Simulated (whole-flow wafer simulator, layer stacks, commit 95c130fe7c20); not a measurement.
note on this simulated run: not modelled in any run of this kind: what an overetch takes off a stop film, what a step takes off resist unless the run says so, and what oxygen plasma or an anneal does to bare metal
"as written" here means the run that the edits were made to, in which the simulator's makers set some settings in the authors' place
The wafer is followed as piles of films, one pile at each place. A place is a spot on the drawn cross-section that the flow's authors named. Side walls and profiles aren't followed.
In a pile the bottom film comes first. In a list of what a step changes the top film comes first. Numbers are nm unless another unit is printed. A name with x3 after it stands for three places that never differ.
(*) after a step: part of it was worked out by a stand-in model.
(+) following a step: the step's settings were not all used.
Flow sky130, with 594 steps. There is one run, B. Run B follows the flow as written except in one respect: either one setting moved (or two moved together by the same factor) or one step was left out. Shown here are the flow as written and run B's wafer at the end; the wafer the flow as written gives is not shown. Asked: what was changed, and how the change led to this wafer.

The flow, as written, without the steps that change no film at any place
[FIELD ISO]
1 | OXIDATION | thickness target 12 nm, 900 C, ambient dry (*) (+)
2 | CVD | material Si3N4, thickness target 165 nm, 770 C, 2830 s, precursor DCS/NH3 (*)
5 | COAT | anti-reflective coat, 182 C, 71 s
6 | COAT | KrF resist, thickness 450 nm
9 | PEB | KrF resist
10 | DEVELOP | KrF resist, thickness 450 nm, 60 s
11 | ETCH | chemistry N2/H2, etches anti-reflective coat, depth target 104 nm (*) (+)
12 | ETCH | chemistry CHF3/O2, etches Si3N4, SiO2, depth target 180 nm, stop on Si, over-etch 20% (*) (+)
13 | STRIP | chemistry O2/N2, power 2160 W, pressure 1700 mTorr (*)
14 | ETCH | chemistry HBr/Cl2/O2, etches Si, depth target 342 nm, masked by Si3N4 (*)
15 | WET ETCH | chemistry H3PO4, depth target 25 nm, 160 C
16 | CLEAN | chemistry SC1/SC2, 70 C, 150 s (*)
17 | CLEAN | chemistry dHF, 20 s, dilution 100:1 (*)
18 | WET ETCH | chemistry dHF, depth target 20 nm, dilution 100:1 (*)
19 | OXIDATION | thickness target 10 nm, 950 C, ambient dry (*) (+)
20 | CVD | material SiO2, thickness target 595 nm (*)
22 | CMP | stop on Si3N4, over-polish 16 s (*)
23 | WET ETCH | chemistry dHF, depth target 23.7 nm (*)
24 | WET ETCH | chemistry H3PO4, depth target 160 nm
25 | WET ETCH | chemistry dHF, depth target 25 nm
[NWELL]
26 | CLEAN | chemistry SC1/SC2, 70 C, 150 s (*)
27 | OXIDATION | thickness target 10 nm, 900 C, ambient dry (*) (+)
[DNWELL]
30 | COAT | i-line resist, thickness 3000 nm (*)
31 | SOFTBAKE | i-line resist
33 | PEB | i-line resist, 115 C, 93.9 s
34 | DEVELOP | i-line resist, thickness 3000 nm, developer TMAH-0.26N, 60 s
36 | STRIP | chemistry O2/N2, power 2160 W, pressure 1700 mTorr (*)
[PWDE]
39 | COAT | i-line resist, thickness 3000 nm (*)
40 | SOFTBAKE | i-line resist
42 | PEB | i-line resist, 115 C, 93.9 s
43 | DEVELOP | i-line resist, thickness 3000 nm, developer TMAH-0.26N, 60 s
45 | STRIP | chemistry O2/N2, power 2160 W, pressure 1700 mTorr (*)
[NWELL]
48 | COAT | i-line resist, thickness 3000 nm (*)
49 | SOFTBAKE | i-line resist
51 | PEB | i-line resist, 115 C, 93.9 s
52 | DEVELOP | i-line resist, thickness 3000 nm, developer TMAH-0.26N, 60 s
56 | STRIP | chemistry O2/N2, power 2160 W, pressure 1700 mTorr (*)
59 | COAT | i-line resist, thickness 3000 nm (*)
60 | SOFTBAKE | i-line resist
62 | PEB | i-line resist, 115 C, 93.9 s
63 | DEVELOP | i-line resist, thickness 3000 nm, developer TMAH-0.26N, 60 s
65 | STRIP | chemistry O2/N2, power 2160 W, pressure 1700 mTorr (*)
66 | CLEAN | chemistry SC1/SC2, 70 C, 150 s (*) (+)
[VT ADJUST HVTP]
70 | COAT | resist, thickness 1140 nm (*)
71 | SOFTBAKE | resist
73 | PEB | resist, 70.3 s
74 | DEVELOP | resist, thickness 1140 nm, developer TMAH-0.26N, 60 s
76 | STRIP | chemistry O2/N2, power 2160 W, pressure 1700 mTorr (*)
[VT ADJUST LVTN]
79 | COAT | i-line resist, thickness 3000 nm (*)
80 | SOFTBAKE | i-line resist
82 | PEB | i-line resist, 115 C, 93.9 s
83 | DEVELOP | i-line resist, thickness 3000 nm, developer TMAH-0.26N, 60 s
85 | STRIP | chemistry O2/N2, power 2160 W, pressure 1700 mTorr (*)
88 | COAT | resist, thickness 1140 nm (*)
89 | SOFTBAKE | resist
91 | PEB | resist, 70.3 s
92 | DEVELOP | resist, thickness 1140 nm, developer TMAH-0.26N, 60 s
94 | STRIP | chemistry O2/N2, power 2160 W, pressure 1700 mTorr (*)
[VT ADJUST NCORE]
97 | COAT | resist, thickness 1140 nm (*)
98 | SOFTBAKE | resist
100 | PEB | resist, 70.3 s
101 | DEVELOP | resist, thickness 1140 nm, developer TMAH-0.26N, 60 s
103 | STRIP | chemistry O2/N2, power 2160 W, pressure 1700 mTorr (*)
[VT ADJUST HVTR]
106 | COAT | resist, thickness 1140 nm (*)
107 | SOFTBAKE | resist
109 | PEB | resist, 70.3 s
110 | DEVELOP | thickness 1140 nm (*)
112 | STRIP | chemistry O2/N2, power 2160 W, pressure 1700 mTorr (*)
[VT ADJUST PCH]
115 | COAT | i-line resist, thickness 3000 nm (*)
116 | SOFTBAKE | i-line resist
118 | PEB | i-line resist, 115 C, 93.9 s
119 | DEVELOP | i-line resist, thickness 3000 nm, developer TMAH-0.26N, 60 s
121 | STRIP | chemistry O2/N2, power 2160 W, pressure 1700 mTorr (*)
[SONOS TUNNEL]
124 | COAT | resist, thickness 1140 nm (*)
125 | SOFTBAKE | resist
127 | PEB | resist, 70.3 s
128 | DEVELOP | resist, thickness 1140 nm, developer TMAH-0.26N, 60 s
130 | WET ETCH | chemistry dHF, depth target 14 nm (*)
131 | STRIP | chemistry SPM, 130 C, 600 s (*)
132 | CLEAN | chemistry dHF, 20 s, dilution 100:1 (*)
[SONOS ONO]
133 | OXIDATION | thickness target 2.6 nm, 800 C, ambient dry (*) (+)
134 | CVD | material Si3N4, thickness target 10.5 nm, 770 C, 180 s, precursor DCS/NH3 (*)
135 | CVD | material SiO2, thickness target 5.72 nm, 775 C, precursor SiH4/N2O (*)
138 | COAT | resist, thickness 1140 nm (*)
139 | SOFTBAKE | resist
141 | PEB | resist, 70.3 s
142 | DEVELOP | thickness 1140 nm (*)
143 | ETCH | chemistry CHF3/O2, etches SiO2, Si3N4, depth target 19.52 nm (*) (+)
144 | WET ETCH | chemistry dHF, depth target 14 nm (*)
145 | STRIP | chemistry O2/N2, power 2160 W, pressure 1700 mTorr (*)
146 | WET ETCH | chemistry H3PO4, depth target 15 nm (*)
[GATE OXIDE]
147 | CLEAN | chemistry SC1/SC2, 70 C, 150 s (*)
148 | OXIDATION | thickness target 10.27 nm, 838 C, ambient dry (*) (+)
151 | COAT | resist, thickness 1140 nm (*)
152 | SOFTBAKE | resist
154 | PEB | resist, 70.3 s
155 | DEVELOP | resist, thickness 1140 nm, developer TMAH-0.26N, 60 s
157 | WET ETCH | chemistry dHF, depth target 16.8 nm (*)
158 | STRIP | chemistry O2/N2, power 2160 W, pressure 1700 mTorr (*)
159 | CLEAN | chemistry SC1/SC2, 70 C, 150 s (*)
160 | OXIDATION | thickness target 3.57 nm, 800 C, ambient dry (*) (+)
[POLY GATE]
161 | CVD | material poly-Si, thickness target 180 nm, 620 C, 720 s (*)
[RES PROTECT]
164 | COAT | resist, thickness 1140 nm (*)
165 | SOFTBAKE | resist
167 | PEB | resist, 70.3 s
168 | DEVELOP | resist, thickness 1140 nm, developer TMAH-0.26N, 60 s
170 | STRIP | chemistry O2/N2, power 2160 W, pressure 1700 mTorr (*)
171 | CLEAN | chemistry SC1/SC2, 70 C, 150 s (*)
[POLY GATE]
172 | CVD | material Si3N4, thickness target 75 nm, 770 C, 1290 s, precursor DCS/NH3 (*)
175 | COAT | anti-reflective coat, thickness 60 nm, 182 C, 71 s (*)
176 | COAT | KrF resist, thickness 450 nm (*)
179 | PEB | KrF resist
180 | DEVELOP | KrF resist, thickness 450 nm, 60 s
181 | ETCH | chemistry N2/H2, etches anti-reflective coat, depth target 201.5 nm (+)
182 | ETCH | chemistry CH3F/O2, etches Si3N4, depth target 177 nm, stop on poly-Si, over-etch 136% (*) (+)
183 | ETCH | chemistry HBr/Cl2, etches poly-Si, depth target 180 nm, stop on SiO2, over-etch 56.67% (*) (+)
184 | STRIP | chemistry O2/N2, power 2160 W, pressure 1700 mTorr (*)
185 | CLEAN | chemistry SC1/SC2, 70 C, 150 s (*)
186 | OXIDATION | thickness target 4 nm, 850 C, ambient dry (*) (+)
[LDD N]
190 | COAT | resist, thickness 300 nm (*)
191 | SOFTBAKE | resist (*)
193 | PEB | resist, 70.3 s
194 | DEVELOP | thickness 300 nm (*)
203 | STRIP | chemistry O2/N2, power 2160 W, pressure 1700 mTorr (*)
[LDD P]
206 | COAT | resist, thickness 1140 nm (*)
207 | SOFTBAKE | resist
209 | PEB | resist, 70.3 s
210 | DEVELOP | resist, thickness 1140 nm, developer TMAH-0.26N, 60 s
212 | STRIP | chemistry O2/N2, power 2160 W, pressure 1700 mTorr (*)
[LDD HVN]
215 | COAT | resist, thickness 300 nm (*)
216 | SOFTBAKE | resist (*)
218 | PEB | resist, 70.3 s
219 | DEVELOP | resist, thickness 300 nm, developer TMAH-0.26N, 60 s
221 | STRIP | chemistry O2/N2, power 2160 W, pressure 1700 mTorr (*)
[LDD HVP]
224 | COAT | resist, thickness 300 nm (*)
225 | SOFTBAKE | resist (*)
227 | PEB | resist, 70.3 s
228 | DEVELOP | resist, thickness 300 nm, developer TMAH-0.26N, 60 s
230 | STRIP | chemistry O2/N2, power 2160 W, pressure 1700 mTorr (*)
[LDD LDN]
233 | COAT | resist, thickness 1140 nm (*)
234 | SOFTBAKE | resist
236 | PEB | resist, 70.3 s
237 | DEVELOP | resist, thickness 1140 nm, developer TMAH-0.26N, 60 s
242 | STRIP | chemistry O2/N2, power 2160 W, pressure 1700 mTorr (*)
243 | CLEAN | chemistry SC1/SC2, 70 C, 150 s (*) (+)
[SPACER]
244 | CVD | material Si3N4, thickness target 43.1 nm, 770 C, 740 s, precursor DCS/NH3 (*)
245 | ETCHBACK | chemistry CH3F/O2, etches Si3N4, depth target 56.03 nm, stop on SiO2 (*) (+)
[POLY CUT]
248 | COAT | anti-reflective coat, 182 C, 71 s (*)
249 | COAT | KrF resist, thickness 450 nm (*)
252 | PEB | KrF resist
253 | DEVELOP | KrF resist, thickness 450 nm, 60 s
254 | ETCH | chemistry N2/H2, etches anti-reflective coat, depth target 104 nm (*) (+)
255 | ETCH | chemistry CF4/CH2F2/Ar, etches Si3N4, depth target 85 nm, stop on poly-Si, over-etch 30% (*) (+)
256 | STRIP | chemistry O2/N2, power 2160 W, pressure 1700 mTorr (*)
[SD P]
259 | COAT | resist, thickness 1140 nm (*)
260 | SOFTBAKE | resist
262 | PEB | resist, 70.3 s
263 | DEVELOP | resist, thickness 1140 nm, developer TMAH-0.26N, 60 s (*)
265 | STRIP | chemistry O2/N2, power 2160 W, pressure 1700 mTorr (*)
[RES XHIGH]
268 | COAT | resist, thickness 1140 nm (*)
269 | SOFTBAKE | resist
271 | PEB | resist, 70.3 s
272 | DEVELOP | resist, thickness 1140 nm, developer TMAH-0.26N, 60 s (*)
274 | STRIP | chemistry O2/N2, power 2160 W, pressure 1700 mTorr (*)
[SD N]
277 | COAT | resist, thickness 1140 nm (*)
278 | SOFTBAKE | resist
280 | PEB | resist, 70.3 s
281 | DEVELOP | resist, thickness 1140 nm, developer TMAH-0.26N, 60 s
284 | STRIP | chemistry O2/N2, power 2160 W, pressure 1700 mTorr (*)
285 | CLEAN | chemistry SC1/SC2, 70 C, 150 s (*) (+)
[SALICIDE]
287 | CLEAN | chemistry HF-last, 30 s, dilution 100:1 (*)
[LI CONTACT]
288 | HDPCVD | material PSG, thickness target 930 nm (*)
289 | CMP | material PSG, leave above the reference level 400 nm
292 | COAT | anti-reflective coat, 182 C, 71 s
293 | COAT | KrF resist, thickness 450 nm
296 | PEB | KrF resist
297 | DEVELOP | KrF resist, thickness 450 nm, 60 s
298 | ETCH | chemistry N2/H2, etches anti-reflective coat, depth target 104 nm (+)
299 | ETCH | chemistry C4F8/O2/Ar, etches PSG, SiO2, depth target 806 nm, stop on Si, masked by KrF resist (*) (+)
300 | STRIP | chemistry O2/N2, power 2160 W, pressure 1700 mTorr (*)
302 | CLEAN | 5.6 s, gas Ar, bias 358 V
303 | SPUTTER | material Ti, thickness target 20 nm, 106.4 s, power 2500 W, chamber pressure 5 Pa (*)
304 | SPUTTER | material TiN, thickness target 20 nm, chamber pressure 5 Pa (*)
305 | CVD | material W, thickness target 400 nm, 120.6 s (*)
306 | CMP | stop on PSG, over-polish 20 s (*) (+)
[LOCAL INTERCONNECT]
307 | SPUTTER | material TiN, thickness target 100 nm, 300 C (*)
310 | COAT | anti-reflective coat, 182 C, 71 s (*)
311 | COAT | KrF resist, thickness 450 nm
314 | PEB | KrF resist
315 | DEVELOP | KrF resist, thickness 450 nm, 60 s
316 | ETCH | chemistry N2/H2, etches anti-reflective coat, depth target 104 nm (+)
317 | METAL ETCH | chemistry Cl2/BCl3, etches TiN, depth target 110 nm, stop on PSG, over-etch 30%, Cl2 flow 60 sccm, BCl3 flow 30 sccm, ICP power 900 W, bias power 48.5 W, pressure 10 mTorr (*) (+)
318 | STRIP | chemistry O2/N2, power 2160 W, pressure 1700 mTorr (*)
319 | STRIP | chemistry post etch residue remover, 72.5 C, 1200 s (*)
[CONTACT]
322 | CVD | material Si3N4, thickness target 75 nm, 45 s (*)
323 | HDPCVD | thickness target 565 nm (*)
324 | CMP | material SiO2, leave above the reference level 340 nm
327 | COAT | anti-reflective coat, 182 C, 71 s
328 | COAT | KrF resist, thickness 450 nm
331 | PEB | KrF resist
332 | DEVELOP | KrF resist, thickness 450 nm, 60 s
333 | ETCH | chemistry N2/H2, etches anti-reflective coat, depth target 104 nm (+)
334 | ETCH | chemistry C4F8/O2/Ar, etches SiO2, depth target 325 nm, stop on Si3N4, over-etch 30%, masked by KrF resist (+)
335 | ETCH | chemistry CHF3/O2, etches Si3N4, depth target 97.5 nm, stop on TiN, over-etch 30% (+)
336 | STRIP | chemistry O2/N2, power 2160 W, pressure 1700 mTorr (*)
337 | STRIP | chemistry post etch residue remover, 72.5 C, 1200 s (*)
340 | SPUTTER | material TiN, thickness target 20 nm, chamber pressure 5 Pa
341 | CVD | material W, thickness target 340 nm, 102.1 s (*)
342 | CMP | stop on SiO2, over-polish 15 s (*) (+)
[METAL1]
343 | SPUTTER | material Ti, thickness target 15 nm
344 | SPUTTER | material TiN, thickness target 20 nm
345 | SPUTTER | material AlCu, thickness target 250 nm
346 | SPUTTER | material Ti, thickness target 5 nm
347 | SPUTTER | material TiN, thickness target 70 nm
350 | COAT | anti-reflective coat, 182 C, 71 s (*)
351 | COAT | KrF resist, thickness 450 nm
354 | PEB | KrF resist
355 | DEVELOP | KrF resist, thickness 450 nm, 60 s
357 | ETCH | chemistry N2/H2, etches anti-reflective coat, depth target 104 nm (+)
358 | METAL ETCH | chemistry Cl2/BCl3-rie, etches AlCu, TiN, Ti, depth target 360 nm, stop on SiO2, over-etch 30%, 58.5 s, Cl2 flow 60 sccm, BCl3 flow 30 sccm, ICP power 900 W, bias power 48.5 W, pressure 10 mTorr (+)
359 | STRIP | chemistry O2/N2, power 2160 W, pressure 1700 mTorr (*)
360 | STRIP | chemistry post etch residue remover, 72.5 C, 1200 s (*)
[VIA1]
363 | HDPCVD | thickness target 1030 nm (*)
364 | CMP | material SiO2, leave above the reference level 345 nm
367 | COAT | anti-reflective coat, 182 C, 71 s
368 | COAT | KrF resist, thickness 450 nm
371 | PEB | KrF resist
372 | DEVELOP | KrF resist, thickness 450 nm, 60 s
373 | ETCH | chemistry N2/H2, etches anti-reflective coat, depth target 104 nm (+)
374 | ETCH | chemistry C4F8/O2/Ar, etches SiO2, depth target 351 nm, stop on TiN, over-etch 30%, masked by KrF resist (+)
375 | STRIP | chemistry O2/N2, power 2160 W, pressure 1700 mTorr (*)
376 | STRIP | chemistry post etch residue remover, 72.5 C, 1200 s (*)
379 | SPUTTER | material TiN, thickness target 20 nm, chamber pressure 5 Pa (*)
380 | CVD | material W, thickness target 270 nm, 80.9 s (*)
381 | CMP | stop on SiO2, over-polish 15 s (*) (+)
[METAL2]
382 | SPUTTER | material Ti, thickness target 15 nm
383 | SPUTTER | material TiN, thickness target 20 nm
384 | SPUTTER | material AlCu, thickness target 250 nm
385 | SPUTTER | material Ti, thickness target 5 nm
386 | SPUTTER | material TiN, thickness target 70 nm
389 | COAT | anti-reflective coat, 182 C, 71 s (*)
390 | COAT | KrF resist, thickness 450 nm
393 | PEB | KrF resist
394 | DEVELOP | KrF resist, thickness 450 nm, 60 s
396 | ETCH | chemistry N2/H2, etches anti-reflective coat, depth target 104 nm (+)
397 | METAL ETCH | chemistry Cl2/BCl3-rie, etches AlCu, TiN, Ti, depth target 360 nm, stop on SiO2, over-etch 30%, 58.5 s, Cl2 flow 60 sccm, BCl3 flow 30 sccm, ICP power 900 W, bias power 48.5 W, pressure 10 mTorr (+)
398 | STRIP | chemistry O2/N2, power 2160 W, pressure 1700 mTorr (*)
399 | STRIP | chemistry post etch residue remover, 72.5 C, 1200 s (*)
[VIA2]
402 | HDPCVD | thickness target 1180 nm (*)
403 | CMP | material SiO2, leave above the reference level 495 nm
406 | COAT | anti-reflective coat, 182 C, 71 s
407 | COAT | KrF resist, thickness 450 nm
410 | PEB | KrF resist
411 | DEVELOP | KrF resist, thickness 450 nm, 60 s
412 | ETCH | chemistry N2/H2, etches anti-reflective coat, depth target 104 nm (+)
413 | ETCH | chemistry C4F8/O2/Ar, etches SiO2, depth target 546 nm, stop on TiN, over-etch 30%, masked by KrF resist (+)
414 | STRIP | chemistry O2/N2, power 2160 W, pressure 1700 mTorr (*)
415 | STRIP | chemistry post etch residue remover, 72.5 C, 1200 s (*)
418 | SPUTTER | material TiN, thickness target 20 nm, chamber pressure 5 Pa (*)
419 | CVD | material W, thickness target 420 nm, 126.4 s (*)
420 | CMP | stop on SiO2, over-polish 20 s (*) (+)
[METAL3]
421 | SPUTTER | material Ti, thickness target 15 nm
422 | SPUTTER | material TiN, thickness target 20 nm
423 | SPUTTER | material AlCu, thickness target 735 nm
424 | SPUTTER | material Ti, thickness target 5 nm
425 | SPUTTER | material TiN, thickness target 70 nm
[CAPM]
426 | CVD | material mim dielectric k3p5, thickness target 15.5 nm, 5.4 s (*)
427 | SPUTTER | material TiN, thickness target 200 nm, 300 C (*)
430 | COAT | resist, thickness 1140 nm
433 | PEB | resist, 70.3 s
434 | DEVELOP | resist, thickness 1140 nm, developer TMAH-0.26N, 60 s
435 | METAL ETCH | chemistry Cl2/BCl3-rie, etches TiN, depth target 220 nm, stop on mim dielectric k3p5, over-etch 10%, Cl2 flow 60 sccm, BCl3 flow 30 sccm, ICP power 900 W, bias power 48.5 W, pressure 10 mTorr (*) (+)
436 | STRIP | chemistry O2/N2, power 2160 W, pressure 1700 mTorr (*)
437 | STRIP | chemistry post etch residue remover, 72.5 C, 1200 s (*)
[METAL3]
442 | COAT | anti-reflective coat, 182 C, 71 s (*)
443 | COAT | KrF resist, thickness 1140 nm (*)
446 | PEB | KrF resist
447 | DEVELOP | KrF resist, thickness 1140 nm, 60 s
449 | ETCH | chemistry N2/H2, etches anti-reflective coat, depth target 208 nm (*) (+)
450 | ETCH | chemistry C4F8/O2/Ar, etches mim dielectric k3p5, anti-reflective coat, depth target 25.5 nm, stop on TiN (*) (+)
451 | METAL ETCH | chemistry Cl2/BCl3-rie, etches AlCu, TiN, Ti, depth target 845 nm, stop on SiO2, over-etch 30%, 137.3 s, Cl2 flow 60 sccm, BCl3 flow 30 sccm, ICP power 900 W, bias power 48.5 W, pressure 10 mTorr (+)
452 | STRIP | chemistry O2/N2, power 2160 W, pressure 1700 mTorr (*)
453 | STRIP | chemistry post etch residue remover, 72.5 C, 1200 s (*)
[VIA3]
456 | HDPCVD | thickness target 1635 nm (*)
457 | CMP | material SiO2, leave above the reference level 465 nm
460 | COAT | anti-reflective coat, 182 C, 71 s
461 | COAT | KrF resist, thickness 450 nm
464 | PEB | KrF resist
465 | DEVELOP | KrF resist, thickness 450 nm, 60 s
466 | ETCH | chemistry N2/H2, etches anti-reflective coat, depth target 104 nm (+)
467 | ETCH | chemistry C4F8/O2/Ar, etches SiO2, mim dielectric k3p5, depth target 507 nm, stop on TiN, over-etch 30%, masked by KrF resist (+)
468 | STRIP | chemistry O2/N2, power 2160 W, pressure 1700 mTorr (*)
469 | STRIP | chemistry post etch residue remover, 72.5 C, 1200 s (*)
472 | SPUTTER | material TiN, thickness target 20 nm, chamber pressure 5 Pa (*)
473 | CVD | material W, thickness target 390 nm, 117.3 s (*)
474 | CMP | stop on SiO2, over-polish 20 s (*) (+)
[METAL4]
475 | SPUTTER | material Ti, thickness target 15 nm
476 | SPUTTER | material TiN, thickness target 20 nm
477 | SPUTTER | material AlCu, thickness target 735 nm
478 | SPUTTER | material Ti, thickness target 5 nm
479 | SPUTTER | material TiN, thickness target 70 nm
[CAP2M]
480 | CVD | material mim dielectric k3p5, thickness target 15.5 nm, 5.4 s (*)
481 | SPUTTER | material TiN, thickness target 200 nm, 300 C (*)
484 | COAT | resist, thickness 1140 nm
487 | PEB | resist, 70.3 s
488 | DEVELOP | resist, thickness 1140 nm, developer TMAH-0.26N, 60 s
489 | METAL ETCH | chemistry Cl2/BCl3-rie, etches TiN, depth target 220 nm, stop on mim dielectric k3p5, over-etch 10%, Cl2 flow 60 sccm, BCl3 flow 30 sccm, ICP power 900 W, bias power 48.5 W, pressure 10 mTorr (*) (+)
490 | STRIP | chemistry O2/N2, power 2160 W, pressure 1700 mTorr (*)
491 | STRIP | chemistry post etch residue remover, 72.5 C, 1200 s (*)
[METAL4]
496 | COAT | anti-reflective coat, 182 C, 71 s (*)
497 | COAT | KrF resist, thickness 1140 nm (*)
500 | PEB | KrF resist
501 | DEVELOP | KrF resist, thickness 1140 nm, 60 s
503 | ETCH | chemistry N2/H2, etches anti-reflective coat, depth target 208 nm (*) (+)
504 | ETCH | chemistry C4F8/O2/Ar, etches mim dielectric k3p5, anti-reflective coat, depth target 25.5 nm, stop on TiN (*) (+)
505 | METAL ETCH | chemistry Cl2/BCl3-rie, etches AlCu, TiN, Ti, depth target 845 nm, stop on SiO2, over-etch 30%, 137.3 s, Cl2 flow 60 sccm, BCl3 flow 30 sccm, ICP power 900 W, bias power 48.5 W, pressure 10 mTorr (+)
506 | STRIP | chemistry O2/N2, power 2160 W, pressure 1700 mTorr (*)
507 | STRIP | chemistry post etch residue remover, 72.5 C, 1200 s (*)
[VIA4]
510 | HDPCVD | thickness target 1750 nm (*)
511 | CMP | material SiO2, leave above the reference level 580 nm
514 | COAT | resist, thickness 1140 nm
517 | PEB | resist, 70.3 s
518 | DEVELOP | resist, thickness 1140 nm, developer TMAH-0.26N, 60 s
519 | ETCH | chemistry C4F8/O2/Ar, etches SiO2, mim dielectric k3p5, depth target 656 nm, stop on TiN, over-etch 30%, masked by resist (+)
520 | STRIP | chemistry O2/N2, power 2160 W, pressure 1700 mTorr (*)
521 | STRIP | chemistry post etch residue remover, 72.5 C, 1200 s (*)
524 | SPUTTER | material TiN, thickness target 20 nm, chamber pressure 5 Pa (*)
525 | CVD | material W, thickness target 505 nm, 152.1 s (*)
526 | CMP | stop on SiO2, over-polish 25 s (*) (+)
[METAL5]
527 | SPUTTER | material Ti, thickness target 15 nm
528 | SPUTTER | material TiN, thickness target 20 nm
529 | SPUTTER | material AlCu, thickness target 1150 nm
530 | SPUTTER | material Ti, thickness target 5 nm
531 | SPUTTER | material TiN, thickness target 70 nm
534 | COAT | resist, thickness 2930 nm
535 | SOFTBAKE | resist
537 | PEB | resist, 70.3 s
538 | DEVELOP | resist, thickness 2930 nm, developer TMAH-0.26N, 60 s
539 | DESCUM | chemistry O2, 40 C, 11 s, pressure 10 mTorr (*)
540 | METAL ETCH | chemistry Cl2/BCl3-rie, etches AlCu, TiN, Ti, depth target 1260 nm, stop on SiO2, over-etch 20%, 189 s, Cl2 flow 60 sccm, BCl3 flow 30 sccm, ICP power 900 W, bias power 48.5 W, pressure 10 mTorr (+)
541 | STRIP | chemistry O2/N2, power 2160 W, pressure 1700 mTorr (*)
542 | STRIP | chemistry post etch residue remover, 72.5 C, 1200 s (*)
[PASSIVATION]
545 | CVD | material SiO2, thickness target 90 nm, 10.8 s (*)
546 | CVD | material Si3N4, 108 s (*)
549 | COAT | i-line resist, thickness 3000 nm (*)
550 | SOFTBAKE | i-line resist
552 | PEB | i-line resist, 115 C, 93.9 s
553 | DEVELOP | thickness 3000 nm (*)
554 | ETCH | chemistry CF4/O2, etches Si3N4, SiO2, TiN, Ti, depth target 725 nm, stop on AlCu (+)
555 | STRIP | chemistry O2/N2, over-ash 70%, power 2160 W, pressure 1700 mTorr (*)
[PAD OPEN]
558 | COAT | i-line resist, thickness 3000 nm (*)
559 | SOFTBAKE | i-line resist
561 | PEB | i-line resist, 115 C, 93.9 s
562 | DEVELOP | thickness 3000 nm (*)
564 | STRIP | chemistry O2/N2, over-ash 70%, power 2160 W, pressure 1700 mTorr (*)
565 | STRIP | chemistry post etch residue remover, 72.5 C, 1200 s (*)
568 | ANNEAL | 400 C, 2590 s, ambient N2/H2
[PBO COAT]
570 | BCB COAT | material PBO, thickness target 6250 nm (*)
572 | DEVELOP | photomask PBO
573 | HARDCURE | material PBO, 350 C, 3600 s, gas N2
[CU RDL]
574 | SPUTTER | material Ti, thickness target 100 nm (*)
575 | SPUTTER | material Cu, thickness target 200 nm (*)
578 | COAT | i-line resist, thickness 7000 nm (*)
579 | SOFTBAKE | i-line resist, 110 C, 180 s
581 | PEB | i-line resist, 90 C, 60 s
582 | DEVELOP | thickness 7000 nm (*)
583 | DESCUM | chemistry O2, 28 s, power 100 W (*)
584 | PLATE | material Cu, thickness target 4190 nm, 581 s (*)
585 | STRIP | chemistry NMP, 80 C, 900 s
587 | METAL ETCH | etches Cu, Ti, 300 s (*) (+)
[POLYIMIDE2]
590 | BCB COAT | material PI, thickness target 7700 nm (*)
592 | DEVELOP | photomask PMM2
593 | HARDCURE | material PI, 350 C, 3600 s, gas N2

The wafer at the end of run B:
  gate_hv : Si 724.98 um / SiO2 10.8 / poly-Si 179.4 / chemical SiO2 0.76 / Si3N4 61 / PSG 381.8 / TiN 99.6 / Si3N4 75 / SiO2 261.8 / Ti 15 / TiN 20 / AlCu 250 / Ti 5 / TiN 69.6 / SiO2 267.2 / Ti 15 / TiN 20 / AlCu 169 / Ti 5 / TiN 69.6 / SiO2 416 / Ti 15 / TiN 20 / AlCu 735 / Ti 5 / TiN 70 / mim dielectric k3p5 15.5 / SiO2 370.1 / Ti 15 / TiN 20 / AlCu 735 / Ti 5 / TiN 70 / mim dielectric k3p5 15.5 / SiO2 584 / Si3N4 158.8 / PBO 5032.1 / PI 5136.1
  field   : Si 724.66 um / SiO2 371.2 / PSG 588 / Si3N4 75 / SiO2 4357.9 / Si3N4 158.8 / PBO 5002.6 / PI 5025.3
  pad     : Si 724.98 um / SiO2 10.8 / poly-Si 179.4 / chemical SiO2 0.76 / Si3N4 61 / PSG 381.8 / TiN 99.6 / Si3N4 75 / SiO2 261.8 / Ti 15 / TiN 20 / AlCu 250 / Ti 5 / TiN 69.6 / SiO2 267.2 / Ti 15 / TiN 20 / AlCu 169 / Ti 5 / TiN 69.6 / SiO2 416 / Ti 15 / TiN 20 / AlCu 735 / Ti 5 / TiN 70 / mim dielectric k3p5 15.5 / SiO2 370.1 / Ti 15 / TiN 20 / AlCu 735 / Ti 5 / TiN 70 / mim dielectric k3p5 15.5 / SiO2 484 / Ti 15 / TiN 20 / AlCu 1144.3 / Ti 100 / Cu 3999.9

What caused this: step 384, SPUTTER: thickness target 169 nm was run, while the flow as written has thickness target 250 nm.
The wafer lets one read it off: gate_hv has AlCu 169, and step 384 as written asks for 250 nm.

Step by step, how the change led to this:
  384 | SPUTTER | material AlCu, thickness target 250 nm
      field, active, n_well and 188 more: AlCu gains 169 (new film) (it would be, as written: AlCu gains 250 (new film))
  397 | METAL ETCH | chemistry Cl2/BCl3-rie, etches AlCu, TiN, Ti, depth target 360 nm, stop on SiO2, over-etch 30%, 58.5 s, Cl2 flow 60 sccm, BCl3 flow 30 sccm, ICP power 900 W, bias power 48.5 W, pressure 10 mTorr (+)
      field, active, gate and 82 more: TiN loses 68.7 (all of it), Ti loses 5 (all of it), AlCu loses 169 (all of it), TiN loses 20 (all of it), Ti loses 15 (all of it), SiO2 loses 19 (it would be, as written: TiN loses 68.7 (all of it), Ti loses 5 (all of it), AlCu loses 250 (all of it), TiN loses 20 (all of it), Ti loses 15 (all of it), SiO2 loses 10.9)
  403 | CMP | material SiO2, leave above the reference level 495 nm
      field, active, gate and 82 more: SiO2 loses 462 (it would be, as written: SiO2 loses 389.1)
